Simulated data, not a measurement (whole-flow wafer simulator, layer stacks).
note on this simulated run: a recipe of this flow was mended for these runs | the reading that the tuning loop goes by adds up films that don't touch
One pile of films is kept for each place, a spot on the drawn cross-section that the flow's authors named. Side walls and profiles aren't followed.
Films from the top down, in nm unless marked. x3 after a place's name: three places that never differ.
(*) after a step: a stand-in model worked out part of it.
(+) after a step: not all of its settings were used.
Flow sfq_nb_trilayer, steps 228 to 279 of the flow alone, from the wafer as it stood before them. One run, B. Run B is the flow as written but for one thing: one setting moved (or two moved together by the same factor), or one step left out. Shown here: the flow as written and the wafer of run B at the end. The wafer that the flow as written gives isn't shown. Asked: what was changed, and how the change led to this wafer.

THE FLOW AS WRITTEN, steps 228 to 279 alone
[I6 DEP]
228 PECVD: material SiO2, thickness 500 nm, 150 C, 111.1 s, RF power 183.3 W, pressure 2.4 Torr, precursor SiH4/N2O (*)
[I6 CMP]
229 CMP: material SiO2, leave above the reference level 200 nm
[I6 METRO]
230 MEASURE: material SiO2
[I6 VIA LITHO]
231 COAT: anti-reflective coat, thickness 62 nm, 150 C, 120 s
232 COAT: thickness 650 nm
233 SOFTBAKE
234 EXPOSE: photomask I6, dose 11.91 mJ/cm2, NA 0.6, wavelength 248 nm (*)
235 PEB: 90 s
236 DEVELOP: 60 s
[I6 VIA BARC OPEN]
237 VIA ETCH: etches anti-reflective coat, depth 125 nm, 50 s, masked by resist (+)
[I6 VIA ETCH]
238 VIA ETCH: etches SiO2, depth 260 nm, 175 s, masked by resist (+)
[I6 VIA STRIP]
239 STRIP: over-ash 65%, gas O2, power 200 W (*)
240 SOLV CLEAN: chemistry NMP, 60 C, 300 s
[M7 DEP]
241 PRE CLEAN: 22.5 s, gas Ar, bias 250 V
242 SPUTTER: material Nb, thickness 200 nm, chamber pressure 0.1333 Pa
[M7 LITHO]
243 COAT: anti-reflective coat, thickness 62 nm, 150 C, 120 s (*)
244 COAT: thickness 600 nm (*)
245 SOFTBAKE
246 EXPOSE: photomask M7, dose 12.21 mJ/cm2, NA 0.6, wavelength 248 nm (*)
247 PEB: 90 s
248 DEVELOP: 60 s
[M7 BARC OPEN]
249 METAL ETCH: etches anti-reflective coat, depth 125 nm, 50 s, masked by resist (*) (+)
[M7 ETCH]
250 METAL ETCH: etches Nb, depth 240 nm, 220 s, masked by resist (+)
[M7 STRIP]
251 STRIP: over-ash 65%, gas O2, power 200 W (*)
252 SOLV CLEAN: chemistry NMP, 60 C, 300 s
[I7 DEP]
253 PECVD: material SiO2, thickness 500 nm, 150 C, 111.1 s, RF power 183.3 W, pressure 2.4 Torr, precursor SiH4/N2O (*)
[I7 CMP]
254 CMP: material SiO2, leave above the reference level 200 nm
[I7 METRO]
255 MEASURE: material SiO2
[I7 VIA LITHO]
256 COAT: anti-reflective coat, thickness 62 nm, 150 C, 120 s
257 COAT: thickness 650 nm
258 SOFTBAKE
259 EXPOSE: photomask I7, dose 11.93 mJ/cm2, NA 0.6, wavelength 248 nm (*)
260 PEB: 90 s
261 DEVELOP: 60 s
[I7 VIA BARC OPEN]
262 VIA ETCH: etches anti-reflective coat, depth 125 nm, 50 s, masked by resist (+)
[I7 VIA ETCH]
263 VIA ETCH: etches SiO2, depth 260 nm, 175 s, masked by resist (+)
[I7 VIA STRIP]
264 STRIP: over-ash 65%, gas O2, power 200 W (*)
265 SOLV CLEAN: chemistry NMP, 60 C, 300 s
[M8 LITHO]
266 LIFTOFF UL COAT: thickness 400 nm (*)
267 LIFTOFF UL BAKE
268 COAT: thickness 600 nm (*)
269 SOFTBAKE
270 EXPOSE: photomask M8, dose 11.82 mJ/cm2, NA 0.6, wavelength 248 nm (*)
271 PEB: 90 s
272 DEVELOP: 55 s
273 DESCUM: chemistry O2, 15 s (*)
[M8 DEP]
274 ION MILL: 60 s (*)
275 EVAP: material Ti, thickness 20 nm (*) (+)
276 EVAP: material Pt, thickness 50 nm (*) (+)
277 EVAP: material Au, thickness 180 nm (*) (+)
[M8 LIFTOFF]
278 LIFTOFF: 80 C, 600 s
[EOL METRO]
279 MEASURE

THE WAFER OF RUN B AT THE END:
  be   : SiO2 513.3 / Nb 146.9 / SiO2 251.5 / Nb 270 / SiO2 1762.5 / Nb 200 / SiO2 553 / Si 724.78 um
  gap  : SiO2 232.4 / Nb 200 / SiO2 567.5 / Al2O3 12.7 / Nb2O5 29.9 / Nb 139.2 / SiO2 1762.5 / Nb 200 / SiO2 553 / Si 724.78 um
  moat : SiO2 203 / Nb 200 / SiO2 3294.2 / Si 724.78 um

The cause: step 228, PECVD: thickness 406.2 nm was run, where the flow has thickness 500 nm; step 228, PECVD: 90.28 s was run, where the flow has 111.1 s.

How the change led to this, step by step:
  228 PECVD: material SiO2, thickness 500 nm, 150 C, 111.1 s, RF power 183.3 W, pressure 2.4 Torr, precursor SiH4/N2O (*)
      field_l, p4_fl, p4_fm and 62 more: SiO2 +406.2 (as written it would be: SiO2 +500)
      v_sur, via_wl, via_w and 21 more: SiO2 +406.2 (new film) (as written it would be: SiO2 +500 (new film))
      (and at 17 more places)
  229 CMP: material SiO2, leave above the reference level 200 nm
      moat, field_r, lsp_l, ln_m5, lsp_m: nothing (as written it would be: SiO2 -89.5)
      lsp_r, l0_sur, l0v: nothing (as written it would be: SiO2 -87.7)
      (and at 98 more places)
  231 COAT: anti-reflective coat, thickness 62 nm, 150 C, 120 s
      via_sp: anti-reflective coat +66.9 (new film) (as written it would be: anti-reflective coat +62 (new film))
      via_v: anti-reflective coat +70.8 (new film) (as written it would be: anti-reflective coat +62 (new film))
      (and at 9 more places)
  232 COAT: thickness 650 nm
      via_v: KrF-resist-other-grade +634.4 (new film) (as written it would be: KrF-resist-other-grade +650 (new film))
      be: KrF-resist-other-grade +779 (new film) (as written it would be: KrF-resist-other-grade +650 (new film))
  236 DEVELOP: 60 s
      via_v: KrF-resist-other-grade -633 (all of it) (as written it would be: KrF-resist-other-grade -648.6 (all of it))
  237 VIA ETCH: etches anti-reflective coat, depth 125 nm, 50 s, masked by resist (+)
      via_v: anti-reflective coat -70.8 (all of it), SiO2 -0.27 (as written it would be: anti-reflective coat -62 (all of it), SiO2 -0.31)
  239 STRIP: over-ash 65%, gas O2, power 200 W (*)
      via_sp: KrF-resist-other-grade -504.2 (all of it), anti-reflective coat -66.9 (all of it) (as written it would be: KrF-resist-other-grade -510.8 (all of it), anti-reflective coat -62 (all of it))
      wire: KrF-resist-other-grade -512.9 (all of it), anti-reflective coat -40.3 (all of it) (as written it would be: KrF-resist-other-grade -510.8 (all of it), anti-reflective coat -62 (all of it))
      (and at 8 more places)
  242 SPUTTER: material Nb, thickness 200 nm, chamber pressure 0.1333 Pa
      be: Nb +146.9 (new film) (as written it would be: Nb +200 (new film))
  243 COAT: anti-reflective coat, thickness 62 nm, 150 C, 120 s (*)
      wire: anti-reflective coat +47 (new film) (as written it would be: anti-reflective coat +34.5 (new film))
      be: anti-reflective coat +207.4 (new film) (as written it would be: anti-reflective coat +68.4 (new film))
      (and at 4 more places)
  244 COAT: thickness 600 nm (*)
      wire: KrF-resist-other-grade +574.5 (new film) (as written it would be: KrF-resist-other-grade +604.2 (new film))
      be: KrF-resist-other-grade +726.2 (new film) (as written it would be: KrF-resist-other-grade +585.4 (new film))
  249 METAL ETCH: etches anti-reflective coat, depth 125 nm, 50 s, masked by resist (*) (+)
      l0v: anti-reflective coat -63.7 (all of it) (as written it would be: anti-reflective coat -62.3 (all of it))
  251 STRIP: over-ash 65%, gas O2, power 200 W (*)
      wire: KrF-resist-other-grade -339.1 (all of it), anti-reflective coat -47 (all of it) (as written it would be: KrF-resist-other-grade -368.8 (all of it), anti-reflective coat -34.5 (all of it))
      be: KrF-resist-other-grade -490.5 (all of it), anti-reflective coat -207.4 (all of it) (as written it would be: KrF-resist-other-grade -350 (all of it), anti-reflective coat -68.4 (all of it))
      (and at 4 more places)
  253 PECVD: material SiO2, thickness 500 nm, 150 C, 111.1 s, RF power 183.3 W, pressure 2.4 Torr, precursor SiH4/N2O (*)
      be: SiO2 +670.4 (new film) (as written it would be: SiO2 +500 (new film))
  254 CMP: material SiO2, leave above the reference level 200 nm
      field_r, lsp_l: SiO2 -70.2 (as written it would be: SiO2 -73.2)
      l0_sur, l0v: SiO2 -79.3 (as written it would be: SiO2 -83.6)
      (and at 2 more places)
